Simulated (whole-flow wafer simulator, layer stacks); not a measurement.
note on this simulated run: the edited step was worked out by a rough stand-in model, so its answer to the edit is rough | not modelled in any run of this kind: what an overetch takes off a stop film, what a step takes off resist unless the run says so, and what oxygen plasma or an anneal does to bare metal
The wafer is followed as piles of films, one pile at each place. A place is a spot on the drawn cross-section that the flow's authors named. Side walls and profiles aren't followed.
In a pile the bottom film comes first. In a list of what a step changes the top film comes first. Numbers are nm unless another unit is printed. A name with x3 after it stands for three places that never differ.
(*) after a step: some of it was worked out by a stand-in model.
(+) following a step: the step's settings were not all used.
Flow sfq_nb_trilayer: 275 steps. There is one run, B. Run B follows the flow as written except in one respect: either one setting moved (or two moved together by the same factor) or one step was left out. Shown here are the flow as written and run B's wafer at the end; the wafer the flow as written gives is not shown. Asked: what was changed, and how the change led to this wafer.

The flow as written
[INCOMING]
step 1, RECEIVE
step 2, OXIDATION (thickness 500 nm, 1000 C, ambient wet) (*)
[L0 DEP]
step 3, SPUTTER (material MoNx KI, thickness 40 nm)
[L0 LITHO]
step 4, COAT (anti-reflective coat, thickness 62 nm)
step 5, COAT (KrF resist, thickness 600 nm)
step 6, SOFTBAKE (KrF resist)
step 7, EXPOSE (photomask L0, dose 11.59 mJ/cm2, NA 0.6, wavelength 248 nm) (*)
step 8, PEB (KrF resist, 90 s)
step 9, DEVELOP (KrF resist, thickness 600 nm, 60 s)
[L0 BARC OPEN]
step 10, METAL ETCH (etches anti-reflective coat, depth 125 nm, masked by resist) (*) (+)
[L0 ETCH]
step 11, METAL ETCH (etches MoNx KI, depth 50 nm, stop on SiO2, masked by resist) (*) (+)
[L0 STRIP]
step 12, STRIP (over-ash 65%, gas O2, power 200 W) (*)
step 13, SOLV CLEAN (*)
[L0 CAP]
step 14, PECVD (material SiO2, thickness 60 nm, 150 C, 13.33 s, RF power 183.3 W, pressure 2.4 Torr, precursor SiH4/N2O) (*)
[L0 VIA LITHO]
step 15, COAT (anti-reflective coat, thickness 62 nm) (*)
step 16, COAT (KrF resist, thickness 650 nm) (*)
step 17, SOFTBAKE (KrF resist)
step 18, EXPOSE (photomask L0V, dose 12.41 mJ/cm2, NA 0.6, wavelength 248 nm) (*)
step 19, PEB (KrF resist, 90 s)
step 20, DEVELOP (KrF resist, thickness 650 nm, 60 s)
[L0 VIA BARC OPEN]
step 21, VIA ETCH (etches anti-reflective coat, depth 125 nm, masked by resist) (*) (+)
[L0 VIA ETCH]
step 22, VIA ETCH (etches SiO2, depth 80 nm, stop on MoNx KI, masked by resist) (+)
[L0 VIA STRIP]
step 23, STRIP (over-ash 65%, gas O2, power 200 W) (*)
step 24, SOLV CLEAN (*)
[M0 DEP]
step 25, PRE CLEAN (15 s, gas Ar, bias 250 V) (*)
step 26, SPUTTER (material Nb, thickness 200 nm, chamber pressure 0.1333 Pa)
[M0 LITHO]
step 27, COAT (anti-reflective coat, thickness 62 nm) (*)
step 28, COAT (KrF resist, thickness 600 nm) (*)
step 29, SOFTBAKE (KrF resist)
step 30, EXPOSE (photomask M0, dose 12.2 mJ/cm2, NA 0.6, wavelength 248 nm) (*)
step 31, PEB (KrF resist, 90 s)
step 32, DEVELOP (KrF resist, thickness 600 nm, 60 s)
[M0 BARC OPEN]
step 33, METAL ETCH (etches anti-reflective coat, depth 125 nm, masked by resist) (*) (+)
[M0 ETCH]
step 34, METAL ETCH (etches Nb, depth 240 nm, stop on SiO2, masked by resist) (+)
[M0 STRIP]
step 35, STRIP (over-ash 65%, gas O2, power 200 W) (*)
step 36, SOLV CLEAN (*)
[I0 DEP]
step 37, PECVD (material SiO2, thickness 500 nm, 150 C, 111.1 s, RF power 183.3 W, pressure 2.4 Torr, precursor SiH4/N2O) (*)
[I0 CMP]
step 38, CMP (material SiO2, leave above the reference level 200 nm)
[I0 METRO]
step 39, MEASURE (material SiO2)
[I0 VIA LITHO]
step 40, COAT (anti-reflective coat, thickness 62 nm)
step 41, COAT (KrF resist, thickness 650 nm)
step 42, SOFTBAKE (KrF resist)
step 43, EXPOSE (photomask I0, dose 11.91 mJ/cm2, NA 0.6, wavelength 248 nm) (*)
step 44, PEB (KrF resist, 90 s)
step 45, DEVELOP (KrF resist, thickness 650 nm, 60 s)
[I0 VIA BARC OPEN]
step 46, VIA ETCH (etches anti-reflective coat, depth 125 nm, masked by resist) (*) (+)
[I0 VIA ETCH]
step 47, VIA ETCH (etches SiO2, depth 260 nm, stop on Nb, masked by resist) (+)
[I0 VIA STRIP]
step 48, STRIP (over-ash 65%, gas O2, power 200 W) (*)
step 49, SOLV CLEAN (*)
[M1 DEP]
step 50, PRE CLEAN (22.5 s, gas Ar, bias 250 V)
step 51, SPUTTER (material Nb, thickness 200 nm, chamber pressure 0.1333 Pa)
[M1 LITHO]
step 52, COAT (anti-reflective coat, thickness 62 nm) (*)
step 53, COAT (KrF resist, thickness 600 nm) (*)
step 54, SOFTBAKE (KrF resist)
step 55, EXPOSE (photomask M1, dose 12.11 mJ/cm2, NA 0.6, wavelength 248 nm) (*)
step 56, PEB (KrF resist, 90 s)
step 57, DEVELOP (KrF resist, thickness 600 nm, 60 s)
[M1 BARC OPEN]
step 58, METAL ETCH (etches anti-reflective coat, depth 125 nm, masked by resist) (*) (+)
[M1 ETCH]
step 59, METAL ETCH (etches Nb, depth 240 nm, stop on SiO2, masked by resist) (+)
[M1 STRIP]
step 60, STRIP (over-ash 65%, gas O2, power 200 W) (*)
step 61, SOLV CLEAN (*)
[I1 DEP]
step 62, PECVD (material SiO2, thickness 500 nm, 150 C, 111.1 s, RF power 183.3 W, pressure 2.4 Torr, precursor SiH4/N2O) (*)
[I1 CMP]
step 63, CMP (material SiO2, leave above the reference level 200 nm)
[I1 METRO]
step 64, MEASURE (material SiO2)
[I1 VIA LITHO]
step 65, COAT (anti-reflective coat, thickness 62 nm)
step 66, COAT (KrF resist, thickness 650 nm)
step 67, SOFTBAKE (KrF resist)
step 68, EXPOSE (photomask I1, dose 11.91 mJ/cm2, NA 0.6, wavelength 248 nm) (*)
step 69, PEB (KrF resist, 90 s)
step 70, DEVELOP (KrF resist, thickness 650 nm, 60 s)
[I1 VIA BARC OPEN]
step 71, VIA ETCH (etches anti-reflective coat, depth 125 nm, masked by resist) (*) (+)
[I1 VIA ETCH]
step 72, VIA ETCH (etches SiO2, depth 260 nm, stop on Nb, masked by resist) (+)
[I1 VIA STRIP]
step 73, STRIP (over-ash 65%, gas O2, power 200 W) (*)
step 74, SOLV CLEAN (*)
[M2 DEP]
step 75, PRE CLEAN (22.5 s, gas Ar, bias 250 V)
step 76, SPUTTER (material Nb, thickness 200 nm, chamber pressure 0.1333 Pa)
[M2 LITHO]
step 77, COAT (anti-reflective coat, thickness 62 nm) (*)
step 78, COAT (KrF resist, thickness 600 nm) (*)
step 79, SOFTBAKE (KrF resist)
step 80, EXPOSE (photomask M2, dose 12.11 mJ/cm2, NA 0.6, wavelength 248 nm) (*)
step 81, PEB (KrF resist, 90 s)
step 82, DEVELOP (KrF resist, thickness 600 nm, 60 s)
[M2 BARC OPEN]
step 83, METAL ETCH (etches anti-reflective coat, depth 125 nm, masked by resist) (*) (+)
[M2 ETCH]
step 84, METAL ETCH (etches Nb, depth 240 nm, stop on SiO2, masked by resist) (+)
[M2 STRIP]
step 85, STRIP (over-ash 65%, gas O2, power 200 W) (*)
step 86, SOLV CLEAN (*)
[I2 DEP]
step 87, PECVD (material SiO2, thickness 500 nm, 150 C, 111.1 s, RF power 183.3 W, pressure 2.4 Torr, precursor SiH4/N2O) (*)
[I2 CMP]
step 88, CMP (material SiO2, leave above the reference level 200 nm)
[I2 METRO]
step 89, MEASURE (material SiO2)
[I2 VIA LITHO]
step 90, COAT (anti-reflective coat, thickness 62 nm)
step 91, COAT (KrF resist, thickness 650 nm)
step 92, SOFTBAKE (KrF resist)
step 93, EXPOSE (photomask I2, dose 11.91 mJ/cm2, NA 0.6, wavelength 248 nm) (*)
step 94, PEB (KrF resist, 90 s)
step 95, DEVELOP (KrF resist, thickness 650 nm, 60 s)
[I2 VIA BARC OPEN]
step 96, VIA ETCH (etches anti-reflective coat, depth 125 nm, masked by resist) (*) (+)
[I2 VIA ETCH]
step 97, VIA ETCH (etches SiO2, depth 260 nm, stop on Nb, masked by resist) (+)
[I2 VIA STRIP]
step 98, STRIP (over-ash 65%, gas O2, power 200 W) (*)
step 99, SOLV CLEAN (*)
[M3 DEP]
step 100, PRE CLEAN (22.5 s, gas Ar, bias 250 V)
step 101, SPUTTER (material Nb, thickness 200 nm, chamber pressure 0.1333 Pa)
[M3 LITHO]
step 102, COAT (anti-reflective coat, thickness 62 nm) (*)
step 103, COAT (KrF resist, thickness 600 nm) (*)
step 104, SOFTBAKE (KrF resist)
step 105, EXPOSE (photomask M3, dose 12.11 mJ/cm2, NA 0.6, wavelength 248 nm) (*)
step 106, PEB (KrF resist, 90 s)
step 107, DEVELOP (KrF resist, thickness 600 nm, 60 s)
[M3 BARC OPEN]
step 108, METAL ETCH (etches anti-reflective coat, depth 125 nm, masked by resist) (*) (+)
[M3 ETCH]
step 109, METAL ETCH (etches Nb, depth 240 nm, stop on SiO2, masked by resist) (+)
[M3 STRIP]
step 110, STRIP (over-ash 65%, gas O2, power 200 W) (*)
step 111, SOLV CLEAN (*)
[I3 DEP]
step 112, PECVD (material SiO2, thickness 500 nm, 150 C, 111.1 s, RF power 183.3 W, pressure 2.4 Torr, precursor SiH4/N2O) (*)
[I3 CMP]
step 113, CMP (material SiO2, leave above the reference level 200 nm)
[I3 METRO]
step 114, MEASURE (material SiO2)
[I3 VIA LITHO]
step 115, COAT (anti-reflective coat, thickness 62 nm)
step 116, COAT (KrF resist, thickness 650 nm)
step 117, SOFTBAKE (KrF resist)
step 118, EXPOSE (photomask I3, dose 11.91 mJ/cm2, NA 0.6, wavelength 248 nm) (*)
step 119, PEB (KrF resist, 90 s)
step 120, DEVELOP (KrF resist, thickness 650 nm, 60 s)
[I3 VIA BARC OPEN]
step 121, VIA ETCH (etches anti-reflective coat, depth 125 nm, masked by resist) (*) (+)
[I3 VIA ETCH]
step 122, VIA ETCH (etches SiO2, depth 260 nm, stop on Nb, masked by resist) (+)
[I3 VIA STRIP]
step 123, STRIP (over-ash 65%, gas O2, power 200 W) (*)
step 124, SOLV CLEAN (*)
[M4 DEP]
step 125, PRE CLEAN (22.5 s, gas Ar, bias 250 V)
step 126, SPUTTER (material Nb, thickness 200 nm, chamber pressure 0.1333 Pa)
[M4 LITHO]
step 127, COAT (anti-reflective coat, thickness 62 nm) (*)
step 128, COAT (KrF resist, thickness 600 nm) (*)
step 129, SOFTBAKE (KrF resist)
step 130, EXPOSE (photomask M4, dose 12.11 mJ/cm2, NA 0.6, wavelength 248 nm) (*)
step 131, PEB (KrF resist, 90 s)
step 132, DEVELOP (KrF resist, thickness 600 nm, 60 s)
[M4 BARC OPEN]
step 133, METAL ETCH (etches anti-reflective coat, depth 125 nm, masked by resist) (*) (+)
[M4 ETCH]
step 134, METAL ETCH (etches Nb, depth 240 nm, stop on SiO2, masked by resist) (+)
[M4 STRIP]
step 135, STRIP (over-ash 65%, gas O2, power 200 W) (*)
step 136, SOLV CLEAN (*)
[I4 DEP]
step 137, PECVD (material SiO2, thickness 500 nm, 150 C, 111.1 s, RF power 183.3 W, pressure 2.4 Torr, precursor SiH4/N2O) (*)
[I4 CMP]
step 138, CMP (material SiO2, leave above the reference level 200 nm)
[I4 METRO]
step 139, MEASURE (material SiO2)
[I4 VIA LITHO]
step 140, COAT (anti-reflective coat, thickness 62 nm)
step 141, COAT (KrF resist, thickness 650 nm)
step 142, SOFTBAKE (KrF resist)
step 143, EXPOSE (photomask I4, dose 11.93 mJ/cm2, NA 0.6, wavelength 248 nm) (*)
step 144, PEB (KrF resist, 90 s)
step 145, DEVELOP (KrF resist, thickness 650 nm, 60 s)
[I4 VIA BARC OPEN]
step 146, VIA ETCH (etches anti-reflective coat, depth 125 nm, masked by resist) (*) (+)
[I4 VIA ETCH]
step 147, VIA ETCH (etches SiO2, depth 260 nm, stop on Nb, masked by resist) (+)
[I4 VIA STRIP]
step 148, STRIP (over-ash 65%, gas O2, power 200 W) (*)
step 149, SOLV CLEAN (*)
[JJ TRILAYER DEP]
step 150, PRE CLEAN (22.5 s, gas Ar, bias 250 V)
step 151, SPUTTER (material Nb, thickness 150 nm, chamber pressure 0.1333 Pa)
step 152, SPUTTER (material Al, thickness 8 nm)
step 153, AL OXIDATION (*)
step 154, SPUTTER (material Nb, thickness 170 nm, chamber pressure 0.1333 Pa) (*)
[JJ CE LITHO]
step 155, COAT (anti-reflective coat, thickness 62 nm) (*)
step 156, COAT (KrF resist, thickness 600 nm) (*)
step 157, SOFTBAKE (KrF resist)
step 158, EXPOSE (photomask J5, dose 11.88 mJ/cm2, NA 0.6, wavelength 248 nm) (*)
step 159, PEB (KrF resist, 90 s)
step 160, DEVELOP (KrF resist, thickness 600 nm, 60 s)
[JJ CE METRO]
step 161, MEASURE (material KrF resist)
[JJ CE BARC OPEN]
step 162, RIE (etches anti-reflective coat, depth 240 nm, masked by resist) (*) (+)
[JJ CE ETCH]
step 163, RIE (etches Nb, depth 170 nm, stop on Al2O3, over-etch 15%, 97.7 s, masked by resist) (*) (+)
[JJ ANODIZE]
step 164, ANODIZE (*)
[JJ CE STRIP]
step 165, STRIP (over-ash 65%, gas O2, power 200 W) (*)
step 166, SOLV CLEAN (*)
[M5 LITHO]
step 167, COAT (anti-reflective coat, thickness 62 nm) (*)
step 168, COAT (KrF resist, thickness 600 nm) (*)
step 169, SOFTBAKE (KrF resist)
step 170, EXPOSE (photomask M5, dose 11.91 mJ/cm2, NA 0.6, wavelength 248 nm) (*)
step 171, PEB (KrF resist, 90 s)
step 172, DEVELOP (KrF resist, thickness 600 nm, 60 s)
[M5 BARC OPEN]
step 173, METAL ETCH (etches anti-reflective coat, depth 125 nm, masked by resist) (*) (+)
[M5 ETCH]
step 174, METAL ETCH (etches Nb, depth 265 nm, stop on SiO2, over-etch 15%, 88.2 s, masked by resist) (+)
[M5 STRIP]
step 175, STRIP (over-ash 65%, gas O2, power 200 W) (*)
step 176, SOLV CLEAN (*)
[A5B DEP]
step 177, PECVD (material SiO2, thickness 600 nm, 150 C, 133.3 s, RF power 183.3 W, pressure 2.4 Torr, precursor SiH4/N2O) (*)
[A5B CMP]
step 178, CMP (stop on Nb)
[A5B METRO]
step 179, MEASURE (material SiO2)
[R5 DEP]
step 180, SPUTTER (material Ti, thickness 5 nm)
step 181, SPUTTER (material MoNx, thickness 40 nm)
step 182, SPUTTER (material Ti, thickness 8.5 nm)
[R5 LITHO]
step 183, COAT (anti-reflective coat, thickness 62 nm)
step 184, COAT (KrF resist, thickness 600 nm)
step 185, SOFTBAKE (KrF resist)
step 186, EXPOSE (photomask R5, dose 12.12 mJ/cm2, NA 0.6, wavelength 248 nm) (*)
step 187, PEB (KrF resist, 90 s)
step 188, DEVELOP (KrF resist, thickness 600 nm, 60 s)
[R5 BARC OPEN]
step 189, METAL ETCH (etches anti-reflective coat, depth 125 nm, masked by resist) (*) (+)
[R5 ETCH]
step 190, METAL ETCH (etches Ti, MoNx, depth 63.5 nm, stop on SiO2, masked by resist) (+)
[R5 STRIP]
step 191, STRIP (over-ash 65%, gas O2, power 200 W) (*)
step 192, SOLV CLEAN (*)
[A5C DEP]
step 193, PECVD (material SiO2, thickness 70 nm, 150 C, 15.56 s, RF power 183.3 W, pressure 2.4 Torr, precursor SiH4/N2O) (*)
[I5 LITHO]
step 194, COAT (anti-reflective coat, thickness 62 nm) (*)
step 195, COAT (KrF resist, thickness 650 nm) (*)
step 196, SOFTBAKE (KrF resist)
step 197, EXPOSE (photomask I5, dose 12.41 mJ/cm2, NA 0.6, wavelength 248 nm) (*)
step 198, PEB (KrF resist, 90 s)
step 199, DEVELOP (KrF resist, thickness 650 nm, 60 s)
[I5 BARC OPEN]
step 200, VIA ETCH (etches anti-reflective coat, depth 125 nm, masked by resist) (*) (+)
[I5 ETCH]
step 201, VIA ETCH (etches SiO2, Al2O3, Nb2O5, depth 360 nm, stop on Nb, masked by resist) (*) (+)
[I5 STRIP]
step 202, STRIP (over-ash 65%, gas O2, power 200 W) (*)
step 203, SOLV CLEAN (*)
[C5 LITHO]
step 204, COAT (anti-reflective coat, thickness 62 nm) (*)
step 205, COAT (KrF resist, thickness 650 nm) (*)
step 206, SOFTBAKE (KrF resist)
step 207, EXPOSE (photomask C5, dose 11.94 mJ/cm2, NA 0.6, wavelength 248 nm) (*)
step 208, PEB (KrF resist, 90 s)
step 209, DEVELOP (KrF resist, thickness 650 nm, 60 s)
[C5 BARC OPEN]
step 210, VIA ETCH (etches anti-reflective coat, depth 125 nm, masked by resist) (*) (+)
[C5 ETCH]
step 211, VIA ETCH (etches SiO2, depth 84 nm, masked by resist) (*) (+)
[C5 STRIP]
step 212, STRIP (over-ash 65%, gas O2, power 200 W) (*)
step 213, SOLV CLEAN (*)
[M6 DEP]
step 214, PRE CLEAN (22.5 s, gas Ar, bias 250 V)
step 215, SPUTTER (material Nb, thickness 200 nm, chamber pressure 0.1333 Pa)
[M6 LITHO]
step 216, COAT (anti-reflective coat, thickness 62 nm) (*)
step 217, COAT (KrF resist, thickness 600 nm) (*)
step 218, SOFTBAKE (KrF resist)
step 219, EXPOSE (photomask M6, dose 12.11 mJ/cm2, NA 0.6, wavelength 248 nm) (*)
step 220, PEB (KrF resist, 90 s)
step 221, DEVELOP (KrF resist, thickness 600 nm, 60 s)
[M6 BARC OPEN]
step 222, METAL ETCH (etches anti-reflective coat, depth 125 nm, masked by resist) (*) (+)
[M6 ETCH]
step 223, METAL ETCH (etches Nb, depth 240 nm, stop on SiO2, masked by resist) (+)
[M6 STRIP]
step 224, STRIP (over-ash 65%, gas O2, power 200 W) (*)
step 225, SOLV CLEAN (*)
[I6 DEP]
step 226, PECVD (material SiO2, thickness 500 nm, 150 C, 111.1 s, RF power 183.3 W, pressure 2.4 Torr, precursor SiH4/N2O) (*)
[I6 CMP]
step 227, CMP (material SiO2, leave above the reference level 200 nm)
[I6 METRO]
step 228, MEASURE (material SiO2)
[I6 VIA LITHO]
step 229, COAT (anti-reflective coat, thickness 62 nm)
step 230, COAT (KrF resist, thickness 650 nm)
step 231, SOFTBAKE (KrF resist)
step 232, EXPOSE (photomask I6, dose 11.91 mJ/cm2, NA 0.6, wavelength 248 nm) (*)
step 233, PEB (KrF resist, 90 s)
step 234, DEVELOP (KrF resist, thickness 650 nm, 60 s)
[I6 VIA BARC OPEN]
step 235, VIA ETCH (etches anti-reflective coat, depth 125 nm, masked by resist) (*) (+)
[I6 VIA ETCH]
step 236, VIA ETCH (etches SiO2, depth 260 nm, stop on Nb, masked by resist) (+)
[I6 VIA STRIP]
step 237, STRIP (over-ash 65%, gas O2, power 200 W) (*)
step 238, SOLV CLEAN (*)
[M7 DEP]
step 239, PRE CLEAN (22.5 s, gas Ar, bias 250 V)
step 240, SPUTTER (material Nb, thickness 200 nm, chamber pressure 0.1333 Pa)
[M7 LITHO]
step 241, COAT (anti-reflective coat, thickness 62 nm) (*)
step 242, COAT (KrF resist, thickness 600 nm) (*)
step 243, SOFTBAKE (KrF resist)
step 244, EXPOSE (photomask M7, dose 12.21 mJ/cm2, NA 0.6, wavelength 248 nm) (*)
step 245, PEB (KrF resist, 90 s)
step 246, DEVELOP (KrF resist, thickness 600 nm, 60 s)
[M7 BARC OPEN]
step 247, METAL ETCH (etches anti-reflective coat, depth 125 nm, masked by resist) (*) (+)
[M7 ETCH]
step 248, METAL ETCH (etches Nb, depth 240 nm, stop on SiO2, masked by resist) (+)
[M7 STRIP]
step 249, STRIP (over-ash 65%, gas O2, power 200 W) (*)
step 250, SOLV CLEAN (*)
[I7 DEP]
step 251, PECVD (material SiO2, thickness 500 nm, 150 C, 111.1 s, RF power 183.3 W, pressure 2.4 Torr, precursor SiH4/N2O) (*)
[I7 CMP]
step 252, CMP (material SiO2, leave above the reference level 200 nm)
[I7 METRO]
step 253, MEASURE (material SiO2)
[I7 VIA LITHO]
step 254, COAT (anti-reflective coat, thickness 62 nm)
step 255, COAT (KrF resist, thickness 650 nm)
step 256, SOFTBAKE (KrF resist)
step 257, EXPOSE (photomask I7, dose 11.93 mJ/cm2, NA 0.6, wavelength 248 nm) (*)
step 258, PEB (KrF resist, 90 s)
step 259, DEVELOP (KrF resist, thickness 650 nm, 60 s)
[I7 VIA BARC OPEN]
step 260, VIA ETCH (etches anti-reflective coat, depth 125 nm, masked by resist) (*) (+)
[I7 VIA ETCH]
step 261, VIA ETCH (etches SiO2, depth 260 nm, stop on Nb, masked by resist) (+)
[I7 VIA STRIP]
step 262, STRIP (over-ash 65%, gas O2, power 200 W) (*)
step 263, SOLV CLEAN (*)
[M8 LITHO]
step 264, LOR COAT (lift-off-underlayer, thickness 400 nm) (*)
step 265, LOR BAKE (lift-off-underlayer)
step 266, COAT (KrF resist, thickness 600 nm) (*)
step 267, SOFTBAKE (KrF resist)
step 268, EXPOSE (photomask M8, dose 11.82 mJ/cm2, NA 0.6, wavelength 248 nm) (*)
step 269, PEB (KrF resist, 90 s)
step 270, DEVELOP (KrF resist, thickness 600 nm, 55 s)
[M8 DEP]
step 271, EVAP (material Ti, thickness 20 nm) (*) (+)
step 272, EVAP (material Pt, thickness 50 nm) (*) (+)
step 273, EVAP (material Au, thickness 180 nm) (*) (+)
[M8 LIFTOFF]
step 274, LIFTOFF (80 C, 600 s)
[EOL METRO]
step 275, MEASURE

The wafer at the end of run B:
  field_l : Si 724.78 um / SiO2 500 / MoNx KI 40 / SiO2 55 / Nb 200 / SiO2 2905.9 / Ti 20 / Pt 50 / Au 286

Cause: step 273, EVAP: thickness 286 nm was run, though the flow has thickness 180 nm.
One can read it off the wafer: field_l has Au 286, and step 273 as written asks for 180 nm.

The path from the change to this, step by step:
  step 273, EVAP (material Au, thickness 180 nm) (*) (+)
      field_l, v_sur, via_wl and 103 more: +286 Au (new film) (as written it would have been: +180 Au (new film))
  step 274, LIFTOFF (80 C, 600 s)
      p4_fl, p4_fm, p4_w1 and 71 more: -286 Au (all of it), -50 Pt (all of it), -20 Ti (all of it), -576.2 KrF resist (all of it), -400 lift-off-underlayer (all of it) (as written it would have been: -180 Au (all of it), -50 Pt (all of it), -20 Ti (all of it), -576.2 KrF resist (all of it), -400 lift-off-underlayer (all of it))
      c5j, ce_r: -286 Au (all of it), -50 Pt (all of it), -20 Ti (all of it), -573.3 KrF resist (all of it), -399.3 lift-off-underlayer (all of it) (as written it would have been: -180 Au (all of it), -50 Pt (all of it), -20 Ti (all of it), -573.3 KrF resist (all of it), -399.3 lift-off-underlayer (all of it))
      (as well as at 19 more places)
